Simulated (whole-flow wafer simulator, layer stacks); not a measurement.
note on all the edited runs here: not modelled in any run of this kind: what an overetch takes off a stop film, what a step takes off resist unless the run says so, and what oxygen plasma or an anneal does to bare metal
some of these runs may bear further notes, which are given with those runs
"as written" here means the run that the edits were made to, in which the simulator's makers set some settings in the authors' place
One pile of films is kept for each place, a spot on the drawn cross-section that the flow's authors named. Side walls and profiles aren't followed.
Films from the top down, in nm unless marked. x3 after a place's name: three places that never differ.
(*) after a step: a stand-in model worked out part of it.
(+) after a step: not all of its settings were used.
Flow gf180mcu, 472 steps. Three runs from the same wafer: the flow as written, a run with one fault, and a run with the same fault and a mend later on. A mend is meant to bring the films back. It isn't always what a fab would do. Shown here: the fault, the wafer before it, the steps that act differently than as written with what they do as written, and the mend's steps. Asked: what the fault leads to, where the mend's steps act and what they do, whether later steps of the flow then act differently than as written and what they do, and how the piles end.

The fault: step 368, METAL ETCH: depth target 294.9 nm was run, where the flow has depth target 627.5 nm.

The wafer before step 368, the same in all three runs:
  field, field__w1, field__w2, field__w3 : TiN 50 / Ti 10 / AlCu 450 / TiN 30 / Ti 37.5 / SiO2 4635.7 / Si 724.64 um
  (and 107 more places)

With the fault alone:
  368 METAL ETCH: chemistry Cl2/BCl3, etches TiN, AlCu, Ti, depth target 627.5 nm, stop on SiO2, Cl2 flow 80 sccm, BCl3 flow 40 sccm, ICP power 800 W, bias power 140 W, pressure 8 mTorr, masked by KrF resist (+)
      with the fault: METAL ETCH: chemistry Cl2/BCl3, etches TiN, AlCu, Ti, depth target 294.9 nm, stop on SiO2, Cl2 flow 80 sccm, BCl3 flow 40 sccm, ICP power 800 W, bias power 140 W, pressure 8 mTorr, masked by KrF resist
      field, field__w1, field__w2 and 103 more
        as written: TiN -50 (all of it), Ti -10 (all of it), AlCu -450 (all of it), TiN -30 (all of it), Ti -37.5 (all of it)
        with the fault: TiN -50 (all of it), Ti -10 (all of it), AlCu -234.9
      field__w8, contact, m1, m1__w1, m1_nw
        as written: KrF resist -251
        with the fault: KrF resist -118
  Later steps of the flow that act differently than as written:
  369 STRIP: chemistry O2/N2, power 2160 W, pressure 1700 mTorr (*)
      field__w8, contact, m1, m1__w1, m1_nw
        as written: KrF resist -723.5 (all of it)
        with the fault: KrF resist -856.6 (all of it)
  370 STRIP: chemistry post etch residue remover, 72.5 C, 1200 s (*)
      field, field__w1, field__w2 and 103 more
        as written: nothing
        with the fault: AlCu -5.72
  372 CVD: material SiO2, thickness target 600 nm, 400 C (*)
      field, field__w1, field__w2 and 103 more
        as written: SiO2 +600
        with the fault: SiO2 +600 (new film)
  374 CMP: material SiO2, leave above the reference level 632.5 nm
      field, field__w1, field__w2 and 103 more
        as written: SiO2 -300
        with the fault: SiO2 -576.9
  At the end the piles differ from the flow's by more than 2% or 0.5 nm, whichever is larger, at field, field__w1, field__w2 and 104 more.
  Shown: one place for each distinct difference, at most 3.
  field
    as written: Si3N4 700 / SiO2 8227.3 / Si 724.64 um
    with the fault: Si3N4 700 / SiO2 3314.7 / AlCu 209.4 / TiN 30 / Ti 37.5 / SiO2 4635.7 / Si 724.64 um
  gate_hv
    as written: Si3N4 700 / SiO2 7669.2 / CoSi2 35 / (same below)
    with the fault: Si3N4 700 / SiO2 3314.7 / AlCu 209.4 / TiN 30 / Ti 37.5 / SiO2 4077.6 / CoSi2 35 / (same below)
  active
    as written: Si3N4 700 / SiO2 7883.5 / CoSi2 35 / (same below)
    with the fault: Si3N4 700 / SiO2 3314.7 / AlCu 209.4 / TiN 30 / Ti 37.5 / SiO2 4291.9 / CoSi2 35 / (same below)

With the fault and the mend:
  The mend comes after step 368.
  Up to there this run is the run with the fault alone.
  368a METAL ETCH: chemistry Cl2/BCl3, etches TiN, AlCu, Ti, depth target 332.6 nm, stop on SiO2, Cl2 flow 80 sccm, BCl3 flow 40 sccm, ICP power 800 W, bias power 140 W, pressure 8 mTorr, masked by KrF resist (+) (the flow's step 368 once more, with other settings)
      field, field__w1, field__w2 and 103 more
        AlCu -215.1 (all of it), TiN -30 (all of it), Ti -37.5 (all of it)
      field__w8, contact, m1, m1__w1, m1_nw
        KrF resist -133
  No later step of the flow acts differently than as written at any place that is followed.
  At the end the piles are the same as the flow's at every place that both follow.
